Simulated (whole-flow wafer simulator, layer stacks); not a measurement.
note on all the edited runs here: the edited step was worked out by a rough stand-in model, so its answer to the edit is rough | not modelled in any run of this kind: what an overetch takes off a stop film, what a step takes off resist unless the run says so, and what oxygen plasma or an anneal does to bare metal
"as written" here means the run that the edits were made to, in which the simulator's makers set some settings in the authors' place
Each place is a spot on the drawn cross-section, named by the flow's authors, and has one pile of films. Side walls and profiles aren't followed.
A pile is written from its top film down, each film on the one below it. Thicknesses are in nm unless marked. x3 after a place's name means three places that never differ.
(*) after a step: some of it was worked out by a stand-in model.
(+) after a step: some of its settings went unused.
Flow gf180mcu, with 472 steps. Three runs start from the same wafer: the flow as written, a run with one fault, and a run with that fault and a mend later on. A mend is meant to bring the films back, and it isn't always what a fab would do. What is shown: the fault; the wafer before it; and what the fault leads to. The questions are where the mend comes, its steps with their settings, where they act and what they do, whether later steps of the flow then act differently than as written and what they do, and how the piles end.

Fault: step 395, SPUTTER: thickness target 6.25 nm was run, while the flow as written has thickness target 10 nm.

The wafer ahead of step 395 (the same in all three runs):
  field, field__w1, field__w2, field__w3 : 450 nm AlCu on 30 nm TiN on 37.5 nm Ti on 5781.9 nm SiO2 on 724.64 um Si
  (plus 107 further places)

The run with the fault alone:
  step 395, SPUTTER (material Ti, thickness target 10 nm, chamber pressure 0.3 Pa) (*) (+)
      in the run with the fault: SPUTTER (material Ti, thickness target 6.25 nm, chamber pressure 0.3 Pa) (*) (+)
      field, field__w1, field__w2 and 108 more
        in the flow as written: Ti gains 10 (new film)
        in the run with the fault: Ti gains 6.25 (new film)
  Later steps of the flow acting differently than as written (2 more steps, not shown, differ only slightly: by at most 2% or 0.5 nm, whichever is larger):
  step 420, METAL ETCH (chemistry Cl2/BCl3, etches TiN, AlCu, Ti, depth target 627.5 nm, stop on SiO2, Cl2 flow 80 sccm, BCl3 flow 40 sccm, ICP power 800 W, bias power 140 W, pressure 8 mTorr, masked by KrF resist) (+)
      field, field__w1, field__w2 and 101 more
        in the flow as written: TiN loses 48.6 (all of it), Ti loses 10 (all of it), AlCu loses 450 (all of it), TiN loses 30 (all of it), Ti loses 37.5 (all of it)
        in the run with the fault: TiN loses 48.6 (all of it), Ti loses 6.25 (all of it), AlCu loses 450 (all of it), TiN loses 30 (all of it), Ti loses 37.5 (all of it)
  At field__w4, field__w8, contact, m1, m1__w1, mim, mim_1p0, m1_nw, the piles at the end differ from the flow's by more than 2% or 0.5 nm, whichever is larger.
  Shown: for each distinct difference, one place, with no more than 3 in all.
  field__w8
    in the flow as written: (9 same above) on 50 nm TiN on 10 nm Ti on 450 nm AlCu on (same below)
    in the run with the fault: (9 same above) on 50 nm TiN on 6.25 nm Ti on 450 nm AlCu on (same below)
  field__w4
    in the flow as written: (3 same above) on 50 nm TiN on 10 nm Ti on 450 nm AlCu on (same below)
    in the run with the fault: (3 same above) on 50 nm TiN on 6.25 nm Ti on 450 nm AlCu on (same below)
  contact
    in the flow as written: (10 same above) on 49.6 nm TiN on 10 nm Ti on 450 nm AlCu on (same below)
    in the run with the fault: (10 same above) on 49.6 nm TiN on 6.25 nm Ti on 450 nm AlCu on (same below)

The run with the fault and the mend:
  The mend stands after step 395.
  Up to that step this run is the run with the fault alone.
  step 395a, SPUTTER (material Ti, thickness target 3.75 nm, chamber pressure 0.3 Pa) (*) (+) (the flow's step 395, run once more with other settings)
      field, field__w1, field__w2 and 108 more
        Ti gains 3.75
  Later steps of the flow that are run all act as written at every place that is followed.
  The piles end the same as the flow's at every place that both follow.
